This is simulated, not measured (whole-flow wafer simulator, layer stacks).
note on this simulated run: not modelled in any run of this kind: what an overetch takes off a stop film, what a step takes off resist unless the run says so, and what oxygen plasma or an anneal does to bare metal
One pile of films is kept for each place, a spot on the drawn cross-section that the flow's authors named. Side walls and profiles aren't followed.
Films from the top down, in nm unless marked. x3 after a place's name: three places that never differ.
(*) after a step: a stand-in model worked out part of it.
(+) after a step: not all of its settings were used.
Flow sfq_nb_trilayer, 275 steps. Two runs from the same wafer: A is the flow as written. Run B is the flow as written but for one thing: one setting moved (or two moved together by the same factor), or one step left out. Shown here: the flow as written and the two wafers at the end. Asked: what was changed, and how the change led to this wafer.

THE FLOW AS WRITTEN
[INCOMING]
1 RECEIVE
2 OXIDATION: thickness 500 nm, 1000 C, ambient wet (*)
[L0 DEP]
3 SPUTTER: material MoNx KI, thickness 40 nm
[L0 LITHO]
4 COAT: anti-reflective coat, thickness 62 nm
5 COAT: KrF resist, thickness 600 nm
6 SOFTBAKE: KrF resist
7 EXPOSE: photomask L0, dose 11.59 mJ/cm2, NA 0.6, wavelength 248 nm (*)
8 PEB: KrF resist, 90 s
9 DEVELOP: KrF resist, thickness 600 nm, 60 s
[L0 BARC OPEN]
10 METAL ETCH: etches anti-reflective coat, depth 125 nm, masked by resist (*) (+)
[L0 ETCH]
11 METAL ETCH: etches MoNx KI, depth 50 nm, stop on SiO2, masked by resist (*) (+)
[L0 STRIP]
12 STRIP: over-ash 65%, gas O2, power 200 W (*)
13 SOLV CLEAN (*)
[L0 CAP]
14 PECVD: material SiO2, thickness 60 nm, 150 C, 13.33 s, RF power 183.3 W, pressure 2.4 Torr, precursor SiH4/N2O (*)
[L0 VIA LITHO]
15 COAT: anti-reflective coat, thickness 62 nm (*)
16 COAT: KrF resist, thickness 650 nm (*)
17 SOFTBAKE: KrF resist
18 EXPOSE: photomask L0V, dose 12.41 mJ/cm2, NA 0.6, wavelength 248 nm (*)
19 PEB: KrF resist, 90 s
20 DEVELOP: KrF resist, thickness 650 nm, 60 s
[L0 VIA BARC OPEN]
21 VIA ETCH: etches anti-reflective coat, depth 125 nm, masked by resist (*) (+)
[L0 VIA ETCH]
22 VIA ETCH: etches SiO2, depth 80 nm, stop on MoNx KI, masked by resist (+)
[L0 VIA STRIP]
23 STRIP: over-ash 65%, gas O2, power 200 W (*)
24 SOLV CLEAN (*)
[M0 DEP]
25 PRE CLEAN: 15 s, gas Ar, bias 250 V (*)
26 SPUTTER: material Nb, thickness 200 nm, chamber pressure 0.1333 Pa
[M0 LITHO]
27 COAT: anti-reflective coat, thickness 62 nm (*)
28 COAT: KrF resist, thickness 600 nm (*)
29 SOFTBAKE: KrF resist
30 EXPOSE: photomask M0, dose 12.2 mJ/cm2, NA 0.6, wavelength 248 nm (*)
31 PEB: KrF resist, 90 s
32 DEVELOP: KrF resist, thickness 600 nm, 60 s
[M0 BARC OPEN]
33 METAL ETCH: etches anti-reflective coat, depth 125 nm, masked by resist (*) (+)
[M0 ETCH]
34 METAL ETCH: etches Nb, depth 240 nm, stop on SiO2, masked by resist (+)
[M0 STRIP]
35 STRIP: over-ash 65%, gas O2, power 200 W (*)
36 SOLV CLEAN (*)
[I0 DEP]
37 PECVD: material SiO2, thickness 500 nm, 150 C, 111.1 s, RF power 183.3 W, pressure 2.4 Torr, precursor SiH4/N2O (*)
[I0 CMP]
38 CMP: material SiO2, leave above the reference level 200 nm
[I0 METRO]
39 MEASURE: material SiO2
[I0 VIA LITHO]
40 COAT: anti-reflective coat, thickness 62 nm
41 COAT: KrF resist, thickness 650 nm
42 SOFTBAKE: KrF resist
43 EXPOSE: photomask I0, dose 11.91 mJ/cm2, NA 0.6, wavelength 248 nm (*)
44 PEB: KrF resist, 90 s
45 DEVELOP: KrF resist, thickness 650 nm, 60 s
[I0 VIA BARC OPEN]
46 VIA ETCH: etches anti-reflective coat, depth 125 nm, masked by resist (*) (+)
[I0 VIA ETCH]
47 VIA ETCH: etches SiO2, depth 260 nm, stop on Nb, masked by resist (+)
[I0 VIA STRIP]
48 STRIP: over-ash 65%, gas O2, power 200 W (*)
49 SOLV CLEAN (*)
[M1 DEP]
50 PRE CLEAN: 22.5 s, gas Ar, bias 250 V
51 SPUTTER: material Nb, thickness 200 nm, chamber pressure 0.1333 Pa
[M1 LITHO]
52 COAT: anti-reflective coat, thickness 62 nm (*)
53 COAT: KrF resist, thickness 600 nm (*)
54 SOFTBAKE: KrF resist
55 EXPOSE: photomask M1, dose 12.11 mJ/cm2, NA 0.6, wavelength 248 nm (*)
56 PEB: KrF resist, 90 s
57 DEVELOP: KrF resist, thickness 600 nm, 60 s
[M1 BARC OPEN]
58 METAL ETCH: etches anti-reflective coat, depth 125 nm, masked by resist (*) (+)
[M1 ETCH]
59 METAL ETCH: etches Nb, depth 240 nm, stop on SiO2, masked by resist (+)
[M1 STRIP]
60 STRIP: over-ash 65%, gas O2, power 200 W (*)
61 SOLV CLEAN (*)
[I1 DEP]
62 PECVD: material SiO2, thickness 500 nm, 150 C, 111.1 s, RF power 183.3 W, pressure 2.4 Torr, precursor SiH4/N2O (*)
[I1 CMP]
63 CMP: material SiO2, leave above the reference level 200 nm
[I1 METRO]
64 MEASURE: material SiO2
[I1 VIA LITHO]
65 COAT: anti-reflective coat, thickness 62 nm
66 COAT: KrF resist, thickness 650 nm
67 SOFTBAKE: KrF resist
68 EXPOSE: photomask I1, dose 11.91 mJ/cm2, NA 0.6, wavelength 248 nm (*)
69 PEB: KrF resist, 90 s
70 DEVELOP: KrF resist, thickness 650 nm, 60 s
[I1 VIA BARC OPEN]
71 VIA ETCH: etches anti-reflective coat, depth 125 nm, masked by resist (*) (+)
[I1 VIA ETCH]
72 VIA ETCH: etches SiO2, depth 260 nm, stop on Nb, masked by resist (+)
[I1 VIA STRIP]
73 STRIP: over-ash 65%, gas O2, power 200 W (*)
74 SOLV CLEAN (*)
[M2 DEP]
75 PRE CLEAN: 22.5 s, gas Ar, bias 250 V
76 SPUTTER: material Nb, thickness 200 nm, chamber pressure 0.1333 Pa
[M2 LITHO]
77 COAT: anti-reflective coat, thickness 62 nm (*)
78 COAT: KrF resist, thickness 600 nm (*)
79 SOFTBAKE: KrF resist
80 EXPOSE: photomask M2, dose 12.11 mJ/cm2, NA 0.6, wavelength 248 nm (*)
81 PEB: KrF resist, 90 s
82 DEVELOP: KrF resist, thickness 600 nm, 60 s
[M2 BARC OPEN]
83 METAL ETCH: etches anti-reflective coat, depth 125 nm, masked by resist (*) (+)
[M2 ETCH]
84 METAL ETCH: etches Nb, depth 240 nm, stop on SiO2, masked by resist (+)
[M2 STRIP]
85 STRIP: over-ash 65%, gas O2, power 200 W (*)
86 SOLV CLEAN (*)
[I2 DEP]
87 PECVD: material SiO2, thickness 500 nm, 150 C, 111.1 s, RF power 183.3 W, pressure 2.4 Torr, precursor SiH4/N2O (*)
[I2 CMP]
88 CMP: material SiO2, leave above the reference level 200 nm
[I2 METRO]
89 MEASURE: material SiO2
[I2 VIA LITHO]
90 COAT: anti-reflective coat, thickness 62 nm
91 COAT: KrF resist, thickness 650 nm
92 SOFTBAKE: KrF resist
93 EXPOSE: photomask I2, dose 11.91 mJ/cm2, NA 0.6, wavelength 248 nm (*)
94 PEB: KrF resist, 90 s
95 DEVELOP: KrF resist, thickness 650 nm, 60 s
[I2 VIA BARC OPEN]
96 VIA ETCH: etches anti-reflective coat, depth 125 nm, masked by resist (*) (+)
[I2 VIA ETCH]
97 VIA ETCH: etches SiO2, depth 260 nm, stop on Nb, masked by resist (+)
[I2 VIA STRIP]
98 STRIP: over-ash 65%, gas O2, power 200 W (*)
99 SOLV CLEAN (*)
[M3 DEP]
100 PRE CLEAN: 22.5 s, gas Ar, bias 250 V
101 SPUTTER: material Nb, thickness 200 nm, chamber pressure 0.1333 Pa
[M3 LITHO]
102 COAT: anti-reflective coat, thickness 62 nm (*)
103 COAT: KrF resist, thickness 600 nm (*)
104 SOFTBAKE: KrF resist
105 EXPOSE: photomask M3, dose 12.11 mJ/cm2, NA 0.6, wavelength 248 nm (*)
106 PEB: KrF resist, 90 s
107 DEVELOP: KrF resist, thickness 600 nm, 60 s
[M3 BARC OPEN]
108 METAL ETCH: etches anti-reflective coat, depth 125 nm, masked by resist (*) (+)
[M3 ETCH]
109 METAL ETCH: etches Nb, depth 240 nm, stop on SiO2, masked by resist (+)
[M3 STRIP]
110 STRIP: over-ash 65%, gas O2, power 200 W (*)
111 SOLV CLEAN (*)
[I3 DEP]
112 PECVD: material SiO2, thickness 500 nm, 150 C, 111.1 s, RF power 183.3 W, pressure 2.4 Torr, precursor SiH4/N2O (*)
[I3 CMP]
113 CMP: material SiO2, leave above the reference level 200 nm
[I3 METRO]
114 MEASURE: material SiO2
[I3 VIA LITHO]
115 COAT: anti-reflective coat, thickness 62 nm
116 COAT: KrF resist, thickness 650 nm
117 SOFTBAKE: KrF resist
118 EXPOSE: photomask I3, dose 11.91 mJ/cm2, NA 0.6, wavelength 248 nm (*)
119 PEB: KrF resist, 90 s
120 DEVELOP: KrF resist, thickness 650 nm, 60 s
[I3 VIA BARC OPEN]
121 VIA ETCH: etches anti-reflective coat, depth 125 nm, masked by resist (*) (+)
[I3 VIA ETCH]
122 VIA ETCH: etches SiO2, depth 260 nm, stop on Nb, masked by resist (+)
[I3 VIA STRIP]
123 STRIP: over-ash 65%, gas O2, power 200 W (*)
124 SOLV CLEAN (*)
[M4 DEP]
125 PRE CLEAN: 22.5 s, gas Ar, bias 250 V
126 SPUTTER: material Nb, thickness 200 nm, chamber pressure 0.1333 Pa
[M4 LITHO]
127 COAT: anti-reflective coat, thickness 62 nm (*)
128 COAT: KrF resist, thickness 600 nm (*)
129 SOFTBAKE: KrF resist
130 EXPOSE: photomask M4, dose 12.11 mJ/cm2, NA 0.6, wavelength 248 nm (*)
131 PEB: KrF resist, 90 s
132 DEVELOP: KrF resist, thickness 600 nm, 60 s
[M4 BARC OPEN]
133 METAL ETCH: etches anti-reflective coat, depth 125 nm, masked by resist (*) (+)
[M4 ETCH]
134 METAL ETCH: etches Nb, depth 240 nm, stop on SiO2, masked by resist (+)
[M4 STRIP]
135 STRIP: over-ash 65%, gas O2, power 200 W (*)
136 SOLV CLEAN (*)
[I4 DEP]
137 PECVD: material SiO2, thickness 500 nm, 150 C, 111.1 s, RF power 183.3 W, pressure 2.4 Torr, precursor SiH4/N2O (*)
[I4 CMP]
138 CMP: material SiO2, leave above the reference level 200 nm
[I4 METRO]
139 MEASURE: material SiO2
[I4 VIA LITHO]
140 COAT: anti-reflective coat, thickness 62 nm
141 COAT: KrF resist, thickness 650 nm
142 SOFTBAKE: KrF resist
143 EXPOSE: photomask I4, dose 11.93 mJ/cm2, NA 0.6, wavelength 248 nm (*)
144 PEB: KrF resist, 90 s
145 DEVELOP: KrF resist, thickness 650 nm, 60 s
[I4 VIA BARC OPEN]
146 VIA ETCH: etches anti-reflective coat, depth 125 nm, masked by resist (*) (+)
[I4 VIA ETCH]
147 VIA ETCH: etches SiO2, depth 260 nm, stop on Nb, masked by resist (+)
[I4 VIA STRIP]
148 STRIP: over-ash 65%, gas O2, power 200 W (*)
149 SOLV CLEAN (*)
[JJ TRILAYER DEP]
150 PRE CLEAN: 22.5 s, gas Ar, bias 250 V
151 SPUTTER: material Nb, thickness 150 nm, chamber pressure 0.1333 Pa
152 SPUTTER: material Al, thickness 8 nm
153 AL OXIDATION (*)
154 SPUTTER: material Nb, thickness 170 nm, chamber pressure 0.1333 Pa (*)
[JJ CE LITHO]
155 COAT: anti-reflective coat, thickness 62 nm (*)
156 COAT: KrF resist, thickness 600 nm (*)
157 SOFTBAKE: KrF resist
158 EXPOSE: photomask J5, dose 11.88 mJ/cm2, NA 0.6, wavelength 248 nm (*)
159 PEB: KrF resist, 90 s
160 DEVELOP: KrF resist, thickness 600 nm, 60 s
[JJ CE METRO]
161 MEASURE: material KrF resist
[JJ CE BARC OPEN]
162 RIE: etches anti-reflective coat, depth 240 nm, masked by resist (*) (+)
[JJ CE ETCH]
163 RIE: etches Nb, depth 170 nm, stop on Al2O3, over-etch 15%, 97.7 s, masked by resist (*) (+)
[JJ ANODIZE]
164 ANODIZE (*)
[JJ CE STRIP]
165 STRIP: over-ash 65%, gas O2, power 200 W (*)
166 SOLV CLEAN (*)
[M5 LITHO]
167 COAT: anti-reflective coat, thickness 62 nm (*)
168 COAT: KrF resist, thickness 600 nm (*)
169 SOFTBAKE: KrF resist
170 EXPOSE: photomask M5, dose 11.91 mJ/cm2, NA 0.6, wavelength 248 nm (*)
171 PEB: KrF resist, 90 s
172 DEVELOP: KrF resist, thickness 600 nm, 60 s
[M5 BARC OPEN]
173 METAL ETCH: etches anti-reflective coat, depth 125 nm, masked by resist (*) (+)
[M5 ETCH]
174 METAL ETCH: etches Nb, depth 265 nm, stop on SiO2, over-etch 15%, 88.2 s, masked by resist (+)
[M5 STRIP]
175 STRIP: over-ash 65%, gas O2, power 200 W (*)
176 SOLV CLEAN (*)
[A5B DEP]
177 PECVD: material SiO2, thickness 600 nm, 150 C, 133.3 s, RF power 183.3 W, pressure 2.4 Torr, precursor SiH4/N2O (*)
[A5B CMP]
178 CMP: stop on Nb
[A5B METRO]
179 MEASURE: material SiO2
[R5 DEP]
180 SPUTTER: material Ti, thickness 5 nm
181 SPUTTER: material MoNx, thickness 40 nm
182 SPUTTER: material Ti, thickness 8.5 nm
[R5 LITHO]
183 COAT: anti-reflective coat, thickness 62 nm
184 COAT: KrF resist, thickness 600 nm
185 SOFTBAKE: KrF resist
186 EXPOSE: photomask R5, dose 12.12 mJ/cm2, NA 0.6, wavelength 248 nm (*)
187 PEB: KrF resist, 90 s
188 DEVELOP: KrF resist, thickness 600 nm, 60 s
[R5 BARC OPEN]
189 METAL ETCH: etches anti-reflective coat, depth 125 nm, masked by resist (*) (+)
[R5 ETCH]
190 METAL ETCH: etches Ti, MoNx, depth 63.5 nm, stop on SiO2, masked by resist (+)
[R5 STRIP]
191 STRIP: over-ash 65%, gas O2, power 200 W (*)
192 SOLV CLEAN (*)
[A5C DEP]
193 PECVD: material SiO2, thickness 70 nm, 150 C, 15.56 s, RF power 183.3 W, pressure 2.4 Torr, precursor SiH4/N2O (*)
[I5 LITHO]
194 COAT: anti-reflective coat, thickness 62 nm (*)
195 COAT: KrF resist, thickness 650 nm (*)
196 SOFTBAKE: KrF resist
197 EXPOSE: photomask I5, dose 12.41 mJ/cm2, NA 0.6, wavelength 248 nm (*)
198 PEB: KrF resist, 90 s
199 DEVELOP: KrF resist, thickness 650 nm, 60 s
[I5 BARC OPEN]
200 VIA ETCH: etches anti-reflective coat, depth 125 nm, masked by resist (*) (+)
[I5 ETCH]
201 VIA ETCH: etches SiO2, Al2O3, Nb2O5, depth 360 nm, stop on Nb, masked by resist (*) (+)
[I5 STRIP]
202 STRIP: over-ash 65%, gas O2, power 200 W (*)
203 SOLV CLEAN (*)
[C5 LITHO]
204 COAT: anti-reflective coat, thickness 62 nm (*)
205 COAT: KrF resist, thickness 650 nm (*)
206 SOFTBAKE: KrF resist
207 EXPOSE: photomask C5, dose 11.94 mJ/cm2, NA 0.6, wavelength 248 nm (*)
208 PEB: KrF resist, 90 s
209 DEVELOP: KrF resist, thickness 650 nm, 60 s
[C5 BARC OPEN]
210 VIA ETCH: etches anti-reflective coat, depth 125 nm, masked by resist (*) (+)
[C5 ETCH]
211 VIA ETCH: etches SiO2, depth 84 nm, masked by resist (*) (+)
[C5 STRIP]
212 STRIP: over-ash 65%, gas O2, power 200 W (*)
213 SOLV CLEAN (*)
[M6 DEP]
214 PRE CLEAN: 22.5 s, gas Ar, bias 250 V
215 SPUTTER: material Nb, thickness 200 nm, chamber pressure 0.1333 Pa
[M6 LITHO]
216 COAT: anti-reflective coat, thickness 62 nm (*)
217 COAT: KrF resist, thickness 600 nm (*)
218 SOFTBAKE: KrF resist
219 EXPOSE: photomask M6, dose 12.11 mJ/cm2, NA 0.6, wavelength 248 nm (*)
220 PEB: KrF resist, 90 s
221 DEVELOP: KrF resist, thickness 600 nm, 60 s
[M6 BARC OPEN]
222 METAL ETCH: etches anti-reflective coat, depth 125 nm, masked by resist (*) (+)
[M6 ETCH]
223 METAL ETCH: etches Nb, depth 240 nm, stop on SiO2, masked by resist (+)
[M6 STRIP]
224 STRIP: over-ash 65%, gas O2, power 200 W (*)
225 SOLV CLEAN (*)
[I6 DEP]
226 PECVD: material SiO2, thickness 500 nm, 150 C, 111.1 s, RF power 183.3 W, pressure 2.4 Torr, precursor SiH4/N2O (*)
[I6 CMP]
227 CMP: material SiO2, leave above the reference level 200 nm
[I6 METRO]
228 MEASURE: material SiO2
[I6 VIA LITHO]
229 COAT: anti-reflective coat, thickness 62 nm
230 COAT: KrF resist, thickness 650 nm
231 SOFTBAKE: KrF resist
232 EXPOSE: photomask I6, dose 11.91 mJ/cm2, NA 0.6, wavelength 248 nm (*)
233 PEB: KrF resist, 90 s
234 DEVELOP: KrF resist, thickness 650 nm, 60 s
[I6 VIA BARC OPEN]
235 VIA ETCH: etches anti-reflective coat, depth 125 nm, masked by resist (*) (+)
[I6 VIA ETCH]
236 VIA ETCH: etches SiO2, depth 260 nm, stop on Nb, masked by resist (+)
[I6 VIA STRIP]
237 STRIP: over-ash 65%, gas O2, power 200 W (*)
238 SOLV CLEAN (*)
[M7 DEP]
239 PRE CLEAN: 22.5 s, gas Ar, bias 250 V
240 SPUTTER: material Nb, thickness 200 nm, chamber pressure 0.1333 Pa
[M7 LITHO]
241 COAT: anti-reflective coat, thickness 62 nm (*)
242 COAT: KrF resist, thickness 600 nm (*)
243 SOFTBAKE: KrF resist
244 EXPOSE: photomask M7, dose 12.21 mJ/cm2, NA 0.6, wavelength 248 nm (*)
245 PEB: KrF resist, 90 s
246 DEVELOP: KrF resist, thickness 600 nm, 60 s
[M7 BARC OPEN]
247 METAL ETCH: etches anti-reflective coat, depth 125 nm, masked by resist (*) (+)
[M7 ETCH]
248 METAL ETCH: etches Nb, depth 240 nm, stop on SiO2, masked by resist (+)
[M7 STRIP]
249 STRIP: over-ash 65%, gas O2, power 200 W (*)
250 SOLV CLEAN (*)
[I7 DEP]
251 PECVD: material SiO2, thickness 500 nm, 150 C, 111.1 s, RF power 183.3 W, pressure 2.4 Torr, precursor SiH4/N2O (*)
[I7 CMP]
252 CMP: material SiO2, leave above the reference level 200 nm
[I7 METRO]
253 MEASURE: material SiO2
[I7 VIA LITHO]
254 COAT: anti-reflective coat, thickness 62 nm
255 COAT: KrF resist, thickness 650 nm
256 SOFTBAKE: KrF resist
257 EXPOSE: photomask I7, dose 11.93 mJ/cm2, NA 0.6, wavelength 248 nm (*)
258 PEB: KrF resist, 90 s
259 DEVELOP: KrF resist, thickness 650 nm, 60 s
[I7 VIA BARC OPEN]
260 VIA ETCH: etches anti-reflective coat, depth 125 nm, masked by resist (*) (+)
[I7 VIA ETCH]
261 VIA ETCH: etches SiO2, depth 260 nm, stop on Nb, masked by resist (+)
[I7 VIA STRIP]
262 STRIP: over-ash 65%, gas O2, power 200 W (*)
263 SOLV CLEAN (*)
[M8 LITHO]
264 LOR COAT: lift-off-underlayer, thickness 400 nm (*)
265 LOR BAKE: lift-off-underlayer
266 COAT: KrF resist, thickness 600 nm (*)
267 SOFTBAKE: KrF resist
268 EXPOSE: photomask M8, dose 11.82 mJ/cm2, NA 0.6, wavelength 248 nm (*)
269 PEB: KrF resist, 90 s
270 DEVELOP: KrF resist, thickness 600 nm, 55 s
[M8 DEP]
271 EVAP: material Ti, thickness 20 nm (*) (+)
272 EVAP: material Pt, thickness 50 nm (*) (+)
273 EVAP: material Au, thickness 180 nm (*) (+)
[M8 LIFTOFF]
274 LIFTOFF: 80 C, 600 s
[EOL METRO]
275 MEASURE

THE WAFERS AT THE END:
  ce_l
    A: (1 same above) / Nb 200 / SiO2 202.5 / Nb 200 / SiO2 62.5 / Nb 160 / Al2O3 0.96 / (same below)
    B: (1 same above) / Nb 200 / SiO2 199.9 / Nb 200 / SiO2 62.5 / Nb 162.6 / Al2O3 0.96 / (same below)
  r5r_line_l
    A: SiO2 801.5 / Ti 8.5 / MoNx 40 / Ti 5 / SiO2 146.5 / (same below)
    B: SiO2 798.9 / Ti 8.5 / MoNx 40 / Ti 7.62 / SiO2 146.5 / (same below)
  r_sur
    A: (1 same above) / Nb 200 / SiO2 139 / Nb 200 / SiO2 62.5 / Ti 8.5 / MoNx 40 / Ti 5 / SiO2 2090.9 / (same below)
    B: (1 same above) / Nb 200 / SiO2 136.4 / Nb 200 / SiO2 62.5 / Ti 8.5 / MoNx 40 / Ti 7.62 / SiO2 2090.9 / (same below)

The cause: step 180, SPUTTER: thickness 7.62 nm was run, where the flow has thickness 5 nm.
It can be read off the wafer: r5r_line_l has Ti 7.62, and step 180 as written asks for 5 nm.

How the change led to this, step by step:
  180 SPUTTER: material Ti, thickness 5 nm
      field_l, v_sur, via_wl and 103 more: A Ti +5 (new film) | B Ti +7.62 (new film)
  190 METAL ETCH: etches Ti, MoNx, depth 63.5 nm, stop on SiO2, masked by resist (+)
      field_l, v_sur, via_wl and 92 more: A Ti -8.5 (all of it), MoNx -40 (all of it), Ti -5 (all of it) | B Ti -8.5 (all of it), MoNx -40 (all of it), Ti -7.62 (all of it)
      ce_l, c5j, ce_r, wl_jj: A Ti -8.5 (all of it), MoNx -40 (all of it), Ti -5 (all of it), Nb -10 | B Ti -8.5 (all of it), MoNx -40 (all of it), Ti -7.62 (all of it), Nb -7.38
  194 COAT: anti-reflective coat, thickness 62 nm (*)
      ce_r: A anti-reflective coat +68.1 (new film) | B anti-reflective coat +66.7 (new film)
  202 STRIP: over-ash 65%, gas O2, power 200 W (*)
      ce_r: A KrF resist -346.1 (all of it), anti-reflective coat -68.1 (all of it) | B KrF resist -345.8 (all of it), anti-reflective coat -66.7 (all of it)
  204 COAT: anti-reflective coat, thickness 62 nm (*)
      ce_r: A anti-reflective coat +67.2 (new film) | B anti-reflective coat +65.8 (new film)
  212 STRIP: over-ash 65%, gas O2, power 200 W (*)
      ce_r: A KrF resist -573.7 (all of it), anti-reflective coat -67.2 (all of it) | B KrF resist -573.7 (all of it), anti-reflective coat -65.8 (all of it)
  216 COAT: anti-reflective coat, thickness 62 nm (*)
      ce_r: A anti-reflective coat +48.8 (new film) | B anti-reflective coat +47.8 (new film)
  224 STRIP: over-ash 65%, gas O2, power 200 W (*)
      ce_r: A KrF resist -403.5 (all of it), anti-reflective coat -48.8 (all of it) | B KrF resist -403 (all of it), anti-reflective coat -47.8 (all of it)
